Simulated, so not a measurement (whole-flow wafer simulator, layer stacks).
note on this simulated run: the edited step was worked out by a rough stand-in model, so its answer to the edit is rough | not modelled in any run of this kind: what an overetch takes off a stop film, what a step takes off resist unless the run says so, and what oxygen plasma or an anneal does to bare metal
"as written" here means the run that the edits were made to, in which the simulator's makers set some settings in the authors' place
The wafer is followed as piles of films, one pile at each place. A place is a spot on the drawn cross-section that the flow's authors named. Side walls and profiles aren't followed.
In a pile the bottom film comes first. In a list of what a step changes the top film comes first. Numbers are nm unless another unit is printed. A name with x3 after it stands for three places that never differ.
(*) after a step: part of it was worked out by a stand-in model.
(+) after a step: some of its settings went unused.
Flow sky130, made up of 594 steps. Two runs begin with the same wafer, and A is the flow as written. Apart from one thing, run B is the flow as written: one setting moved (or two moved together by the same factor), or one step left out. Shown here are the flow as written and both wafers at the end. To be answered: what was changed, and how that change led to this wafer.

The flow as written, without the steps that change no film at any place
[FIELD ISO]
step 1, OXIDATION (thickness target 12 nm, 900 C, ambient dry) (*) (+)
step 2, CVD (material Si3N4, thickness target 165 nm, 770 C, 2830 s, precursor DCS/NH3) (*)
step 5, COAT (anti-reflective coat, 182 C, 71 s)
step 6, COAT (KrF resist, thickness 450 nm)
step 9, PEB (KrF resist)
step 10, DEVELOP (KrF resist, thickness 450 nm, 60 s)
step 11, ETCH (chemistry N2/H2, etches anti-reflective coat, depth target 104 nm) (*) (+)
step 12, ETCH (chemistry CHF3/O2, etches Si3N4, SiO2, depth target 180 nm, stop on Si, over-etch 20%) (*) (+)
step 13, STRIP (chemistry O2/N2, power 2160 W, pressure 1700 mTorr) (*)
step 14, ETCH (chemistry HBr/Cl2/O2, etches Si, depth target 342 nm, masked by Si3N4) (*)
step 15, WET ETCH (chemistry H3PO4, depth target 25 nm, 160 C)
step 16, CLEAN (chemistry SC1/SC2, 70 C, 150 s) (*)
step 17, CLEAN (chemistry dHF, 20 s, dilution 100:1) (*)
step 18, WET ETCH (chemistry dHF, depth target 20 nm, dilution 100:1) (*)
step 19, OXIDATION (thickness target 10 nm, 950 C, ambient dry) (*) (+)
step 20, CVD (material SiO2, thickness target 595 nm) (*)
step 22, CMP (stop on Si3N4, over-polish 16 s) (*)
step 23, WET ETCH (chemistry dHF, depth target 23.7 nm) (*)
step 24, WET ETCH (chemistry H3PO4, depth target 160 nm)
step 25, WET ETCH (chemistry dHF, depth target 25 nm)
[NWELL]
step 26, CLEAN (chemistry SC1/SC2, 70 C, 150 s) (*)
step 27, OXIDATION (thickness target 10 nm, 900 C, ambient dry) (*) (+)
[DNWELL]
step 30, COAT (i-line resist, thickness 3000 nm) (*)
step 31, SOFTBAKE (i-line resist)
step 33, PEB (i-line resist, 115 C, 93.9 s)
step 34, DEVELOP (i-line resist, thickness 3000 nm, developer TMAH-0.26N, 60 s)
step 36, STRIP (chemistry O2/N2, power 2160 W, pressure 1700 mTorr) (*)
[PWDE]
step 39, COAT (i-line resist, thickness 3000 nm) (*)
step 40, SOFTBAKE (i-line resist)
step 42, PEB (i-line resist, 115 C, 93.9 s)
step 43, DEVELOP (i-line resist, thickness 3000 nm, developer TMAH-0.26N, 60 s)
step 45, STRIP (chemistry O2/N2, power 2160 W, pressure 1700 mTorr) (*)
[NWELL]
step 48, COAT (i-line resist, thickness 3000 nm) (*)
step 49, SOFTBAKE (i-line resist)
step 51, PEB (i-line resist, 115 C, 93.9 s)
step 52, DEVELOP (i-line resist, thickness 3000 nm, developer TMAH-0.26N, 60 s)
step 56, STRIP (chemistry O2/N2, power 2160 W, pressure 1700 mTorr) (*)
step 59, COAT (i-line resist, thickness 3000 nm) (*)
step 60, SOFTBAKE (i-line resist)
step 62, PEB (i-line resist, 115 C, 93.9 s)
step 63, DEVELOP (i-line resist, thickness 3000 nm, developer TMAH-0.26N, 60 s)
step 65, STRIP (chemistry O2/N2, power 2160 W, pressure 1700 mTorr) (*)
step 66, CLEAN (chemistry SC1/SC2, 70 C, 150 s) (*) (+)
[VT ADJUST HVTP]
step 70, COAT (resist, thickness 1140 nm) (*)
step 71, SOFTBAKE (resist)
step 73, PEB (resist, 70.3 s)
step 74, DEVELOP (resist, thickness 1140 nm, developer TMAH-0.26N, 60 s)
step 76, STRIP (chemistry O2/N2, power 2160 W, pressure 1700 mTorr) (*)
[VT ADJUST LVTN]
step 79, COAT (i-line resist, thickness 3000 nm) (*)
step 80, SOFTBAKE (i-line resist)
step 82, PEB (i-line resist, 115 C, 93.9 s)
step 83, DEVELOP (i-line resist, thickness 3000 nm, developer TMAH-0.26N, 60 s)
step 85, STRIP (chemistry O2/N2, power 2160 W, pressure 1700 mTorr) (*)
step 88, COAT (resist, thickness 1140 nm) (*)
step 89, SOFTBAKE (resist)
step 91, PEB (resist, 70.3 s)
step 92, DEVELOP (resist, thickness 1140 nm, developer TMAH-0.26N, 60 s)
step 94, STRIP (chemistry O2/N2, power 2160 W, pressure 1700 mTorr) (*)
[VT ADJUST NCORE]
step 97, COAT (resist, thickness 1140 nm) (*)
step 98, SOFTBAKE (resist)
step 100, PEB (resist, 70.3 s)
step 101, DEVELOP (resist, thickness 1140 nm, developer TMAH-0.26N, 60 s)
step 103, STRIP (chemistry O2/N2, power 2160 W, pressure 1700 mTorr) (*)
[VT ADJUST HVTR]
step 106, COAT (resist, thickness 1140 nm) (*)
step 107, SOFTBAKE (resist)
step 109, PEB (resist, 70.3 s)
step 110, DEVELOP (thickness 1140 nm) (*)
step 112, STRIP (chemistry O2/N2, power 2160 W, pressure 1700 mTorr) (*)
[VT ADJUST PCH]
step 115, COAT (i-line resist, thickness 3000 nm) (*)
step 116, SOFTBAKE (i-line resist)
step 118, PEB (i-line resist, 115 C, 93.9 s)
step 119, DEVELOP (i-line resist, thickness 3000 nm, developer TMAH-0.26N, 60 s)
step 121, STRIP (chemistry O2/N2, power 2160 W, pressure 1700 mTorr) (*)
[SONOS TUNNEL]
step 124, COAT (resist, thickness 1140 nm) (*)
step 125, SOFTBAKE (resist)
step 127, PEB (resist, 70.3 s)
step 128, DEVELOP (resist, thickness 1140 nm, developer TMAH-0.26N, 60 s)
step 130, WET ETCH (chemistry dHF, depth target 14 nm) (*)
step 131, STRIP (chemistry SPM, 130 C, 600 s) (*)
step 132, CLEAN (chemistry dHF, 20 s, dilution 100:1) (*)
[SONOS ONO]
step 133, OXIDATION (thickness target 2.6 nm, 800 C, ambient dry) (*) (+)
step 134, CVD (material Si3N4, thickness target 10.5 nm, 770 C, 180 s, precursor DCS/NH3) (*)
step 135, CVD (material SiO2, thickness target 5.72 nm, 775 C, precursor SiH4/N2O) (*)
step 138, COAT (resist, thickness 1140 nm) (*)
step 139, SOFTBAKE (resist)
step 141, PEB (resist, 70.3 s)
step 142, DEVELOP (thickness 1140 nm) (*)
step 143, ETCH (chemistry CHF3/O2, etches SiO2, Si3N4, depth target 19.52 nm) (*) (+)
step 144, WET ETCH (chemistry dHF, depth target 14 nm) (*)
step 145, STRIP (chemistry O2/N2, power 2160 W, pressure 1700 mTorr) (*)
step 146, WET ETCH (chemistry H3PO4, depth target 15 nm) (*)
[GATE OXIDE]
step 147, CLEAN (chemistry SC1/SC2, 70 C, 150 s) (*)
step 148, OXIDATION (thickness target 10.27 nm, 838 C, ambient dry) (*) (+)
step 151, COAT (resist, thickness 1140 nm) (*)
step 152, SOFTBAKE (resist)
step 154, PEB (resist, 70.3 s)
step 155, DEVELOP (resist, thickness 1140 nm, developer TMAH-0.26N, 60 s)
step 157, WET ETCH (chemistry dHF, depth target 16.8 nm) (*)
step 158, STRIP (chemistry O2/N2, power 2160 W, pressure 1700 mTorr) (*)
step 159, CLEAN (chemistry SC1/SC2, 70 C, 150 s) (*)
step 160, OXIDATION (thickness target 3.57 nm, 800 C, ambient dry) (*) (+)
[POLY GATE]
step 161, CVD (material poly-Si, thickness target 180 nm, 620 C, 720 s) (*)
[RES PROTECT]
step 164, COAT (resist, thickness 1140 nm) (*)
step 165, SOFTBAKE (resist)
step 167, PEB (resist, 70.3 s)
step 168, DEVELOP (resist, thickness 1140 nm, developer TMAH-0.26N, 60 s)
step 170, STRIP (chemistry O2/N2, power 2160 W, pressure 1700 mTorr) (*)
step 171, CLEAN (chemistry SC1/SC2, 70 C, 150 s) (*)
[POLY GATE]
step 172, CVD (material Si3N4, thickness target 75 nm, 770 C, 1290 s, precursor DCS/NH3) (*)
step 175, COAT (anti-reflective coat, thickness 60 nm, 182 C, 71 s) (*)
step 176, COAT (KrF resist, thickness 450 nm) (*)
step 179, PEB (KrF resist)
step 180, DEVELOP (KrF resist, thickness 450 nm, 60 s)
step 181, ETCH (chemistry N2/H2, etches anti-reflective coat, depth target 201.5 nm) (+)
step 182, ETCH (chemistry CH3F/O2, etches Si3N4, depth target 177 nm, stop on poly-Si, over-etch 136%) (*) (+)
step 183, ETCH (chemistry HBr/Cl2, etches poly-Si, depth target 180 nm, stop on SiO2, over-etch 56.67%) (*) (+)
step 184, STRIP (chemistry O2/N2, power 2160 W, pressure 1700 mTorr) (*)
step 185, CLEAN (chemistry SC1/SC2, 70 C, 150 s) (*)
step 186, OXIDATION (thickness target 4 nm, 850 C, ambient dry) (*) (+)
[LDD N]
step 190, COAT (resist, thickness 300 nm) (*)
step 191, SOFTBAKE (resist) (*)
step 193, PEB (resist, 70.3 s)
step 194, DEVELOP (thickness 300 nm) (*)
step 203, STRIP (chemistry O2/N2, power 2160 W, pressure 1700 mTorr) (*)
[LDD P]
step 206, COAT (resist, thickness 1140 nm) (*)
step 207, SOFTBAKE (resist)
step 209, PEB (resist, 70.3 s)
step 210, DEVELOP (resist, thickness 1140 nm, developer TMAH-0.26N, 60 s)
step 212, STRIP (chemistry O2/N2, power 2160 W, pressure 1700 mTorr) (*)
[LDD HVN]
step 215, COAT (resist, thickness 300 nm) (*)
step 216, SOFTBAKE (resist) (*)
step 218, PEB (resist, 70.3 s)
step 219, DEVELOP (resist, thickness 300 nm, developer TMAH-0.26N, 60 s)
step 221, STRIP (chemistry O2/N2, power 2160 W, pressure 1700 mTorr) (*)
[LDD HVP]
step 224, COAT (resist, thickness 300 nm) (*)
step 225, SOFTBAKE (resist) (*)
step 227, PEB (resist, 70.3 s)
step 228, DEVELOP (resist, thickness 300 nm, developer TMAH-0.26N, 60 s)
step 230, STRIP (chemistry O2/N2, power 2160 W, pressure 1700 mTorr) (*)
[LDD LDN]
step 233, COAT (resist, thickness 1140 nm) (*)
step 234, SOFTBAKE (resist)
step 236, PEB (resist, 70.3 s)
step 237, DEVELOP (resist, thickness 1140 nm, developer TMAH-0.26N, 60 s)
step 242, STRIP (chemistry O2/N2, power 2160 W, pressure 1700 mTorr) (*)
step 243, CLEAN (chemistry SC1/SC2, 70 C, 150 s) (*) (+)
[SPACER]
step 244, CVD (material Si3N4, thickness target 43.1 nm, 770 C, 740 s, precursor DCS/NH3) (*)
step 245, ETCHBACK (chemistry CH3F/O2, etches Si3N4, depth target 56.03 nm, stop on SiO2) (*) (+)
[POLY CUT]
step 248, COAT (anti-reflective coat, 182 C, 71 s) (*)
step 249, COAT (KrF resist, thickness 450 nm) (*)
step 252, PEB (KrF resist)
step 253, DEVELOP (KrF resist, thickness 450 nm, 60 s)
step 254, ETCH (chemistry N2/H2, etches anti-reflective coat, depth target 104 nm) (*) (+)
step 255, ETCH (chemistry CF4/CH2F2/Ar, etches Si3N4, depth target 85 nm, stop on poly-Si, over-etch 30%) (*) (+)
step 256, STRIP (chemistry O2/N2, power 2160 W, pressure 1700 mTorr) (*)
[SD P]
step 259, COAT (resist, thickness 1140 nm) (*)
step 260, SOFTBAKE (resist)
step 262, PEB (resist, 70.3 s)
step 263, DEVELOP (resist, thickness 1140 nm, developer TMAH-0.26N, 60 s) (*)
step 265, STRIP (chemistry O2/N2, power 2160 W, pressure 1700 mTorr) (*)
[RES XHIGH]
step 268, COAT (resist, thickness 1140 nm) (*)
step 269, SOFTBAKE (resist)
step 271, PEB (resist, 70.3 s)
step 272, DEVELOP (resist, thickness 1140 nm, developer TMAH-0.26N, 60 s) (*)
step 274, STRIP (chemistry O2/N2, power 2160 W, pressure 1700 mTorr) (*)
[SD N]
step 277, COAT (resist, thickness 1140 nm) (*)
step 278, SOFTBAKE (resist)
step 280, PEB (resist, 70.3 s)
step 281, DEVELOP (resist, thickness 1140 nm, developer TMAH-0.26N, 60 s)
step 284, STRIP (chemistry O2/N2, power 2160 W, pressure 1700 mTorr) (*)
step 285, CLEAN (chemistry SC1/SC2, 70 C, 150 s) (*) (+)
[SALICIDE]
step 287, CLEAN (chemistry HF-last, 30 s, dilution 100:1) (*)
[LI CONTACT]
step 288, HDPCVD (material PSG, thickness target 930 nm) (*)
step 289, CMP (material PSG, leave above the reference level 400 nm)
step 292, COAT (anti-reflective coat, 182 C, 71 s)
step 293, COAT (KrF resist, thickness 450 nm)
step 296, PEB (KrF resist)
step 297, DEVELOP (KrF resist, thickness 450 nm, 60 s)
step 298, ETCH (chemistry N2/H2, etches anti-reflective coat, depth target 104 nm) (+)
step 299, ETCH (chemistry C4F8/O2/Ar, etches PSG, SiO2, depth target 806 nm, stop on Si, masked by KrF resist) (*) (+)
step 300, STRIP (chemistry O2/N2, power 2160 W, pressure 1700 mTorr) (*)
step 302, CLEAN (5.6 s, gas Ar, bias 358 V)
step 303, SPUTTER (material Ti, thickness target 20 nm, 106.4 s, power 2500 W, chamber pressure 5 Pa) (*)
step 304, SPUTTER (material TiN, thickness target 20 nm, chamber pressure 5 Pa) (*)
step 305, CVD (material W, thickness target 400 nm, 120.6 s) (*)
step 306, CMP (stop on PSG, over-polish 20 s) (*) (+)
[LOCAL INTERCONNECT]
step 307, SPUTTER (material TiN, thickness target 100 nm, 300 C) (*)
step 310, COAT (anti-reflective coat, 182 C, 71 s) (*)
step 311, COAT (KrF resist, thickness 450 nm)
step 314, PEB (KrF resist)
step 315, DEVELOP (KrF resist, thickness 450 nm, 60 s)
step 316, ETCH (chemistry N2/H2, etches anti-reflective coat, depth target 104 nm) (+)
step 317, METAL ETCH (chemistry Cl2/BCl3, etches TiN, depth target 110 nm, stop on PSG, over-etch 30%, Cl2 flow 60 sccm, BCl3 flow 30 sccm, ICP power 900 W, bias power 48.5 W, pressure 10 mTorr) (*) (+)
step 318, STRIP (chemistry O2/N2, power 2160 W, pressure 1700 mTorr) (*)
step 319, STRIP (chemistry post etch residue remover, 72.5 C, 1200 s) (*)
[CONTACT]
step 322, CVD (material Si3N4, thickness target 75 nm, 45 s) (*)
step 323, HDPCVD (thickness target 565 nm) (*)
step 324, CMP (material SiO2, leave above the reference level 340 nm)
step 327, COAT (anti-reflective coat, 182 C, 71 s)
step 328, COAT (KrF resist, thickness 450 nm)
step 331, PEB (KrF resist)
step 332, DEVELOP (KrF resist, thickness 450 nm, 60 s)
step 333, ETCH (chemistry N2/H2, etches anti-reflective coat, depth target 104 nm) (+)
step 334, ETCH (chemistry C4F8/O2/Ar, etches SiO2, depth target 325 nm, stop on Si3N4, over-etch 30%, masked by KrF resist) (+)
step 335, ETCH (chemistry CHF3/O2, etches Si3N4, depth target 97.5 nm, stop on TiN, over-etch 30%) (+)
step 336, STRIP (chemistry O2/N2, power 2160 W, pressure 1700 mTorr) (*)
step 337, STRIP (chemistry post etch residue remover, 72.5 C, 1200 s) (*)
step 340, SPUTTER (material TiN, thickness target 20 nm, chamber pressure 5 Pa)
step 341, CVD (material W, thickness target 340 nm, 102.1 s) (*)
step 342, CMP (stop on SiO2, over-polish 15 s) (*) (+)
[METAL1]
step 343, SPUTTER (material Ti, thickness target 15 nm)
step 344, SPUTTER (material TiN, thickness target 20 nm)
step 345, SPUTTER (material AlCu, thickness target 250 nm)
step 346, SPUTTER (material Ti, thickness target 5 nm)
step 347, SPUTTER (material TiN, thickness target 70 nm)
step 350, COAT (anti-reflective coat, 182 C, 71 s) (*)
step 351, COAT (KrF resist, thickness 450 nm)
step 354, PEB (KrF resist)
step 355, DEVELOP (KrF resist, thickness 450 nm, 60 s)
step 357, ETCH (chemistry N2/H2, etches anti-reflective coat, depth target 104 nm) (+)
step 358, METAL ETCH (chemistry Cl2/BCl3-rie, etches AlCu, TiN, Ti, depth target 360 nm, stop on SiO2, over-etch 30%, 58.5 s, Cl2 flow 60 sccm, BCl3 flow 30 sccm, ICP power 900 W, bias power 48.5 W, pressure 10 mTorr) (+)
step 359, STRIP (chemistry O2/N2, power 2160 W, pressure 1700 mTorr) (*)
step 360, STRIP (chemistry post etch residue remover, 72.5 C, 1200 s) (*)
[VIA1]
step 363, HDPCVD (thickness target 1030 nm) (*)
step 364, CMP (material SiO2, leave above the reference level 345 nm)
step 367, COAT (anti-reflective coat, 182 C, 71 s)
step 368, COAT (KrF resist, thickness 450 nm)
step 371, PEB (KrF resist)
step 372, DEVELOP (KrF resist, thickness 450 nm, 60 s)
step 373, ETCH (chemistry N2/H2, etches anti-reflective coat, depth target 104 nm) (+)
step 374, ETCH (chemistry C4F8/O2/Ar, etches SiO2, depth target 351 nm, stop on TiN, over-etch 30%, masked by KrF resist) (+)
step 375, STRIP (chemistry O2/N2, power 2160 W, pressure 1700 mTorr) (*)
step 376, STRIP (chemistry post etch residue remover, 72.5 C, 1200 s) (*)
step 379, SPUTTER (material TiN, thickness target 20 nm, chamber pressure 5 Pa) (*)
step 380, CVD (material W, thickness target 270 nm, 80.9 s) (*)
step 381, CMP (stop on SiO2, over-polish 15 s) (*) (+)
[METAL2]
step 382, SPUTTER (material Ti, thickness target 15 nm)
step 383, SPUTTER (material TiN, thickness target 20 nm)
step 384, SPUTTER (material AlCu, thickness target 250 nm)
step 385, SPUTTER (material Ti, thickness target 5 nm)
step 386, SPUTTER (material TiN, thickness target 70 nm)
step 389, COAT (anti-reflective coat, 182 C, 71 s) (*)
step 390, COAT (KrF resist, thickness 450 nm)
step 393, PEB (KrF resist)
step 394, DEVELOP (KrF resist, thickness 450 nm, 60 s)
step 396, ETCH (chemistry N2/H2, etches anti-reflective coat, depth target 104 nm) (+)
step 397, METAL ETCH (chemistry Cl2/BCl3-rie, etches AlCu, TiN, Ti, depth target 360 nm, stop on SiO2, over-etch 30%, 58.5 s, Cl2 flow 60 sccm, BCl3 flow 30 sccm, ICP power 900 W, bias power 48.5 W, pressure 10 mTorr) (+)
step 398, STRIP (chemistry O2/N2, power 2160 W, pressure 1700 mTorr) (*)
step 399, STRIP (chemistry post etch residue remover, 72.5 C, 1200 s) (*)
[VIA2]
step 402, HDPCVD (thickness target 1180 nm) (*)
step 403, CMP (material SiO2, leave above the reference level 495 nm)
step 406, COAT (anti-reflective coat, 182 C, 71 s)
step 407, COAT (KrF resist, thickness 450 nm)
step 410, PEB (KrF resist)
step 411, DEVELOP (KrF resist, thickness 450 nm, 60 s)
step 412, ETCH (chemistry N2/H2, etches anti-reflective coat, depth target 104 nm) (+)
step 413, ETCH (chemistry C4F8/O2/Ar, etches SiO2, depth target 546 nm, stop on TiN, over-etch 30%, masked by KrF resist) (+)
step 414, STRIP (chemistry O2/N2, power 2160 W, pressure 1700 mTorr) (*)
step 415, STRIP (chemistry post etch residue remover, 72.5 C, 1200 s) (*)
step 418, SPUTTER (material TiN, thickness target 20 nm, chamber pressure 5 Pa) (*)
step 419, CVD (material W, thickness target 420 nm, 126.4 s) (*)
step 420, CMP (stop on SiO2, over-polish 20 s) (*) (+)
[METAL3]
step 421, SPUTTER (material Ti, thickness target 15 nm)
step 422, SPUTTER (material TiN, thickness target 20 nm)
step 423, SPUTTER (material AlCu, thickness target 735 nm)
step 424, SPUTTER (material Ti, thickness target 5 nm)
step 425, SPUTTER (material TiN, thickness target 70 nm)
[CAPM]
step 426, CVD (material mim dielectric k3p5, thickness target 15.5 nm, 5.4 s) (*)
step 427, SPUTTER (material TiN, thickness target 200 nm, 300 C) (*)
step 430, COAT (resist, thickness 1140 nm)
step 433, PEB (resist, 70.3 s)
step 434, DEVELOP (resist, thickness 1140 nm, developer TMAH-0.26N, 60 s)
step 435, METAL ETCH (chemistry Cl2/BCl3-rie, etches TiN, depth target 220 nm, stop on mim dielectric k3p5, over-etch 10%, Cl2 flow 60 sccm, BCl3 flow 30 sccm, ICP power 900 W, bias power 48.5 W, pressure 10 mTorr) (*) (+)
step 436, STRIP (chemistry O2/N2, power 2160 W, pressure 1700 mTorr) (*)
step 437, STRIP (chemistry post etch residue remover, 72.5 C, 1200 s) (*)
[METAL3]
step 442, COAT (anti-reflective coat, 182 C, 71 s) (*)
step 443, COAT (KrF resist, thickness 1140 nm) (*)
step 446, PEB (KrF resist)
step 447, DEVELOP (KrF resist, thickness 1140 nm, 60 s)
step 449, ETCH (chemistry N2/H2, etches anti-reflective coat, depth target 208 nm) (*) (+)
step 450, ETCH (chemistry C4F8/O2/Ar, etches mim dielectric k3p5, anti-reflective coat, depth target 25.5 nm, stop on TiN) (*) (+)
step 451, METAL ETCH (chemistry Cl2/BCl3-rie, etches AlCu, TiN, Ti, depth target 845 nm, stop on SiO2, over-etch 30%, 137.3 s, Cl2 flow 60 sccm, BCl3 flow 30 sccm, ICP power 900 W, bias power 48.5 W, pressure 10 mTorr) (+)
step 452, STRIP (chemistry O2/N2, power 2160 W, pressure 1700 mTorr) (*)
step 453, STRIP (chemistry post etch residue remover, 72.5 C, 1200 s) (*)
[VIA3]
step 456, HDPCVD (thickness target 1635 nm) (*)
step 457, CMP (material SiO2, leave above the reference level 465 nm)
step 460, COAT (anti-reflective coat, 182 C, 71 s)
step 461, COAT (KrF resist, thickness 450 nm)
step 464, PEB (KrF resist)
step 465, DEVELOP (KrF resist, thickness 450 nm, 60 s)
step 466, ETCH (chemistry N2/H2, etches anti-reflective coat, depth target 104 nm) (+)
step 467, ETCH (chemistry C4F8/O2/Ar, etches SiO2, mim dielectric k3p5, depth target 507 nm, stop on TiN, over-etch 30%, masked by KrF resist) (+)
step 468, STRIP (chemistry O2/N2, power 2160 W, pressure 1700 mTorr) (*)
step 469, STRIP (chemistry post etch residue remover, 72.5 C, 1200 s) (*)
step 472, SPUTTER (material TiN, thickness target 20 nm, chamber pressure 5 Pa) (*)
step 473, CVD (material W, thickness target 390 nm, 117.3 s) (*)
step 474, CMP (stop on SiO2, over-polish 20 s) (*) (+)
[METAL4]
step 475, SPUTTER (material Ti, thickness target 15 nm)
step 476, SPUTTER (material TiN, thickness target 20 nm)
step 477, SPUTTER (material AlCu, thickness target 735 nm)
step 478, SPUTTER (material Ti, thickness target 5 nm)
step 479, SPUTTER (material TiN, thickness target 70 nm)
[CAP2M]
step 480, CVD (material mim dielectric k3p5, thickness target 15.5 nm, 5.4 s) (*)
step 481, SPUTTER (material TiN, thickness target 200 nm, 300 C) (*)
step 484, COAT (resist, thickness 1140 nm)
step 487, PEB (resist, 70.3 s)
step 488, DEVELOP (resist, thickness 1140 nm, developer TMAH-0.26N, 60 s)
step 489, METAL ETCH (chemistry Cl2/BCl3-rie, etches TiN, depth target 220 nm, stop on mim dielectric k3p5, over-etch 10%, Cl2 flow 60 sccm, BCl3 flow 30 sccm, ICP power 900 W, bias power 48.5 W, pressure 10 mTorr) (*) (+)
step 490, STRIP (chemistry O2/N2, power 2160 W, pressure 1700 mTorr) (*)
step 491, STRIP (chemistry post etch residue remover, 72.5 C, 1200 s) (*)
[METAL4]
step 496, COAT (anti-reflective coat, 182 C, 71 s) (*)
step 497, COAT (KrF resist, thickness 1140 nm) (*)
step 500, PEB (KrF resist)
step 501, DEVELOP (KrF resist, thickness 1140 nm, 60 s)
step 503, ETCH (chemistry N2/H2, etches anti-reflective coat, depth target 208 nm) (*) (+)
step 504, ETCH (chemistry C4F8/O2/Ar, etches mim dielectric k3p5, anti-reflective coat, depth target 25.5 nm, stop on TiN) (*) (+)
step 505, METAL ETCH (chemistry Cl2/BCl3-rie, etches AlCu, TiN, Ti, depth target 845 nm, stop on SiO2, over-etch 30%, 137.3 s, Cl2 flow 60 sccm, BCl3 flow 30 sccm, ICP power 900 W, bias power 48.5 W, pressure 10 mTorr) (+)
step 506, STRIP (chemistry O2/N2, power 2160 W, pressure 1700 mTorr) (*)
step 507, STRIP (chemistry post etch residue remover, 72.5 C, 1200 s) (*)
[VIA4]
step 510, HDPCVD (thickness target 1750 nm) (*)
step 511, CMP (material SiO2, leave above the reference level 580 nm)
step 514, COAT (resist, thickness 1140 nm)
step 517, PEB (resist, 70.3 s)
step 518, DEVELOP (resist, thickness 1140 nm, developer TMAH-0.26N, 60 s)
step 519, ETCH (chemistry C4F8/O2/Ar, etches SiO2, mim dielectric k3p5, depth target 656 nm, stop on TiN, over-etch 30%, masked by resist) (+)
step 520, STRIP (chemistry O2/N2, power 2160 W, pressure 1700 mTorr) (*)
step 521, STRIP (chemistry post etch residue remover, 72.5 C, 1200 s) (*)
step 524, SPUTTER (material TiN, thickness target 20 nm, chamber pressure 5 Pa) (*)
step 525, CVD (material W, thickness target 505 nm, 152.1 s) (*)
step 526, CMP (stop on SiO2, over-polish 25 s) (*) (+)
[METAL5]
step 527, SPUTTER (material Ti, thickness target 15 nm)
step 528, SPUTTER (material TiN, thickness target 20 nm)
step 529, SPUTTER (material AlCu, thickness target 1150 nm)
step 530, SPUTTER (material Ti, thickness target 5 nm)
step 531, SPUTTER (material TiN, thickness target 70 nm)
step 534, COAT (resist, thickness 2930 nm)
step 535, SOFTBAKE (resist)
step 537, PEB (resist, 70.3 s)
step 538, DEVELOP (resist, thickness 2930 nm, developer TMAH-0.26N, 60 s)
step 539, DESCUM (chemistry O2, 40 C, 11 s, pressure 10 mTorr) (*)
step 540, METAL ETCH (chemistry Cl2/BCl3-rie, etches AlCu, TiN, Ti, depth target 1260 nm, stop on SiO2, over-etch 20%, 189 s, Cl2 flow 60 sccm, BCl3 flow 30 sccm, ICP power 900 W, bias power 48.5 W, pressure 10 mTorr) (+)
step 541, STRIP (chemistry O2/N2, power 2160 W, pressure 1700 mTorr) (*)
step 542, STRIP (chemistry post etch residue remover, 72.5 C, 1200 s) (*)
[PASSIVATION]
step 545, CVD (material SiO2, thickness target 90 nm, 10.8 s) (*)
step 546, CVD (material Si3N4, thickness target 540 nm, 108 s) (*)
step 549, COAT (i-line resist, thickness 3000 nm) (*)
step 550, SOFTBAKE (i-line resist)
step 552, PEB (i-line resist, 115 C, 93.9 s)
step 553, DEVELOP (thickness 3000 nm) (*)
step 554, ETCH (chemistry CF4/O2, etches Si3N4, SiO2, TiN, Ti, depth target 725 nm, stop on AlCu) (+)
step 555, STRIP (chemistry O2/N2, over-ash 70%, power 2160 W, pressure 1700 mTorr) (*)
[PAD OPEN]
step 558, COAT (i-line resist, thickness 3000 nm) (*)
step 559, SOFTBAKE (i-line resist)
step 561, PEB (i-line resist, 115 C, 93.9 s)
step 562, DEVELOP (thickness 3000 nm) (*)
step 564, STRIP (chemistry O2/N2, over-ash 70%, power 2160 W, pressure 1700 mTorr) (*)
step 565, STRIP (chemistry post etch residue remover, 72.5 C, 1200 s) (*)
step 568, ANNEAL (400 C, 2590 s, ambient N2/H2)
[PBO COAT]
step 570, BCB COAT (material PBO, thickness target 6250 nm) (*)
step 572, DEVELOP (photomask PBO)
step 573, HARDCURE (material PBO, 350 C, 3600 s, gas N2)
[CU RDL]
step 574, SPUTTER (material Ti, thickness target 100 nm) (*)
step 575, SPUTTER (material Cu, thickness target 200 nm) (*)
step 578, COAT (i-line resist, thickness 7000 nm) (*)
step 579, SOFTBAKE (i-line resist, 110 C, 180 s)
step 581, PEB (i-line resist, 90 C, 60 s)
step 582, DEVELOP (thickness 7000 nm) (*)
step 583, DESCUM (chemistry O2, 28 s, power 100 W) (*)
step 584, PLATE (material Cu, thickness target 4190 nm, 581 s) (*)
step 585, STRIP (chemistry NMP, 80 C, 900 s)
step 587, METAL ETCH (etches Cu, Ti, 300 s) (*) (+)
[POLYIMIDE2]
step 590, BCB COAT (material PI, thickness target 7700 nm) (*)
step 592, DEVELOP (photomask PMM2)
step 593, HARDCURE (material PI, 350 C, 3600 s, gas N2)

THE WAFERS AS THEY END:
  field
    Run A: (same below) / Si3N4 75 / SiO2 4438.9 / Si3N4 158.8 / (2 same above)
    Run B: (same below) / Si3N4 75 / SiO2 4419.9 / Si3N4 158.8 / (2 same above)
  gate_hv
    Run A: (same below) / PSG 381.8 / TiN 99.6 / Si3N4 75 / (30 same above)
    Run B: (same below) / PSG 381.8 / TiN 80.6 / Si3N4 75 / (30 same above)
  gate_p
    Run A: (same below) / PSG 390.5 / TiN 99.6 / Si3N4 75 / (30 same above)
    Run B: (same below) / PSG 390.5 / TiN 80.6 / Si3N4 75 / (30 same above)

What caused this: step 307, SPUTTER: thickness target 81 nm was run, while the flow as written has thickness target 100 nm.

How this came from the change, step by step:
  step 307, SPUTTER (material TiN, thickness target 100 nm, 300 C) (*)
      field, active, n_well and 188 more: A TiN gains 100 (new film) | B TiN gains 81 (new film)
  step 317, METAL ETCH (chemistry Cl2/BCl3, etches TiN, depth target 110 nm, stop on PSG, over-etch 30%, Cl2 flow 60 sccm, BCl3 flow 30 sccm, ICP power 900 W, bias power 48.5 W, pressure 10 mTorr) (*) (+)
      n_well, p_well, gate_hv and 97 more: A KrF resist loses 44 | B KrF resist loses 41.4
      field, active, gate and 88 more: A TiN loses 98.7 (all of it) | B TiN loses 79.7 (all of it)
  step 324, CMP (material SiO2, leave above the reference level 340 nm)
      field, active, gate and 88 more: A SiO2 loses 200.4 | B SiO2 loses 219.4
